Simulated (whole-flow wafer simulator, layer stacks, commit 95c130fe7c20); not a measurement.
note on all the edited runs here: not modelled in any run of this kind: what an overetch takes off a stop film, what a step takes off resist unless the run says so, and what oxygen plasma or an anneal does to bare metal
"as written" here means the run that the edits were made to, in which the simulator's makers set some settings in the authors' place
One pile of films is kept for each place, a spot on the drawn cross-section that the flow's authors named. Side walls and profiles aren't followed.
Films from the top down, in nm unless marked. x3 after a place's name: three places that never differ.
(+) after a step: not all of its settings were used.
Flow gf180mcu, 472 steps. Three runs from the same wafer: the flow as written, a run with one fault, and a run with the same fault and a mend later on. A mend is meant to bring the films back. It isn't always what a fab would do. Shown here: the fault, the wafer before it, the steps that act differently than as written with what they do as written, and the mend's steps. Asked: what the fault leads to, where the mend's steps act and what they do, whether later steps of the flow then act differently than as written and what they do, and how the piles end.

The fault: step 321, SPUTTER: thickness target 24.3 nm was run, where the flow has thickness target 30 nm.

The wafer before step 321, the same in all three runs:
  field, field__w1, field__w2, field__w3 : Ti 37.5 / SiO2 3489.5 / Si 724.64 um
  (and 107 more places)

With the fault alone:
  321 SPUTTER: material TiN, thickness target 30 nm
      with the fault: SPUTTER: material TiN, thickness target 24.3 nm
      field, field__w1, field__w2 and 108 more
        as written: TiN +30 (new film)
        with the fault: TiN +24.3 (new film)
  Later steps of the flow that act differently than as written (1 more step differs only slightly, by at most 2% or 0.5 nm, whichever is larger, and isn't shown):
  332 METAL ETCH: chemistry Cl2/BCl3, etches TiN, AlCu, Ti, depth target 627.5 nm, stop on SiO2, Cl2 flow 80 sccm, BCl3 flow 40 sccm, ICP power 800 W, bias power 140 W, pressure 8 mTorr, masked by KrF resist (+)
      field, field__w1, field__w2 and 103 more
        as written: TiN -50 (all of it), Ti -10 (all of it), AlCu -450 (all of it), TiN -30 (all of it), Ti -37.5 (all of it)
        with the fault: TiN -50 (all of it), Ti -10 (all of it), AlCu -450 (all of it), TiN -24.3 (all of it), Ti -37.5 (all of it)
  At the end the piles differ from the flow's by more than 2% or 0.5 nm, whichever is larger, at field__w8, contact, m1, m1__w1, m1_nw.
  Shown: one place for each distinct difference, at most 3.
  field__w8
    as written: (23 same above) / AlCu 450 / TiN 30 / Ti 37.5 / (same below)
    with the fault: (23 same above) / AlCu 450 / TiN 24.3 / Ti 37.5 / (same below)
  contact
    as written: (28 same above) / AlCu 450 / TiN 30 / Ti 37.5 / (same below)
    with the fault: (28 same above) / AlCu 450 / TiN 24.3 / Ti 37.5 / (same below)

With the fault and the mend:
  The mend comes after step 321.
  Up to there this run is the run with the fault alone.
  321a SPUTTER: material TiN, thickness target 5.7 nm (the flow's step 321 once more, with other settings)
      field, field__w1, field__w2 and 108 more
        TiN +5.7
  No later step of the flow acts differently than as written at any place that is followed.
  At the end the piles are the same as the flow's at every place that both follow.
